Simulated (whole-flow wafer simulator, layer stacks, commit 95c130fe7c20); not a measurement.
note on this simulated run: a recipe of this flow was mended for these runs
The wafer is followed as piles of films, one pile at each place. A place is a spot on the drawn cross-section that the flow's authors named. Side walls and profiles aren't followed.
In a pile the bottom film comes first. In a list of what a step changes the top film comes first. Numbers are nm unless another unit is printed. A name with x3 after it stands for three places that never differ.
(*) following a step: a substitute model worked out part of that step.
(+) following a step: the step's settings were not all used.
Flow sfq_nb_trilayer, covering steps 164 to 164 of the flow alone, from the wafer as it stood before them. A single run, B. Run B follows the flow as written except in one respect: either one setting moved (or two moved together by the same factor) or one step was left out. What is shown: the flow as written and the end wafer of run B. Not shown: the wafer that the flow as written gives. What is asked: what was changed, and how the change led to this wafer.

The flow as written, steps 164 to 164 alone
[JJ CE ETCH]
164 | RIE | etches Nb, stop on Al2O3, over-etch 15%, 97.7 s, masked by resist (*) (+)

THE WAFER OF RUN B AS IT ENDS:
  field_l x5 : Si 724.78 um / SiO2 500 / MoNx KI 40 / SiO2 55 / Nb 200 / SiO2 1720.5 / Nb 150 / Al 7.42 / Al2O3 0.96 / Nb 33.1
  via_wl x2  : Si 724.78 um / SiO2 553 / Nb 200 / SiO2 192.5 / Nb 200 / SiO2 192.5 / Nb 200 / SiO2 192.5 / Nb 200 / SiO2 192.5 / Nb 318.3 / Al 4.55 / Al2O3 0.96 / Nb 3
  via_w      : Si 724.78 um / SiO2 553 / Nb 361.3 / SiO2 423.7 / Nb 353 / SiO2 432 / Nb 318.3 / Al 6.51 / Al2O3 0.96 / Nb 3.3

The reason: step 164, RIE: 68.4 s was run, whereas the flow has 97.7 s.

Step by step, how the change led to this:
  164 | RIE | etches Nb, stop on Al2O3, over-etch 15%, 97.7 s, masked by resist (*) (+)
      field_l x5, v_sur x17, via_v and 76 more: Nb loses 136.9 (in the flow as written it would be: Nb loses 170 (all of it), Al2O3 loses 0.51)
      via_wl x2: Nb loses 136.9 (in the flow as written it would be: Nb loses 139.9 (all of it), Al2O3 loses 0.96 (all of it))
      (also at 5 further places)
Taking metal films that touch as one body, field_l x5 has 4 bodies (between them, from the top down: Al2O3 0.96; SiO2 1720.5; SiO2 55); the flow as written gives 3 bodies (between them, from the top down: SiO2 1720.5; SiO2 55).
Taking metal films that touch as one body, via_wl x2 has 6 bodies (between them, from the top down: Al2O3 0.96; SiO2 192.5; SiO2 192.5; SiO2 192.5; SiO2 192.5); the flow as written gives 5 bodies (between them, from the top down: SiO2 192.5; SiO2 192.5; SiO2 192.5; SiO2 192.5).
Taking metal films that touch as one body, via_w has 4 bodies (between them, from the top down: Al2O3 0.96; SiO2 432; SiO2 423.7); the flow as written gives 3 bodies (between them, from the top down: SiO2 432; SiO2 423.7).
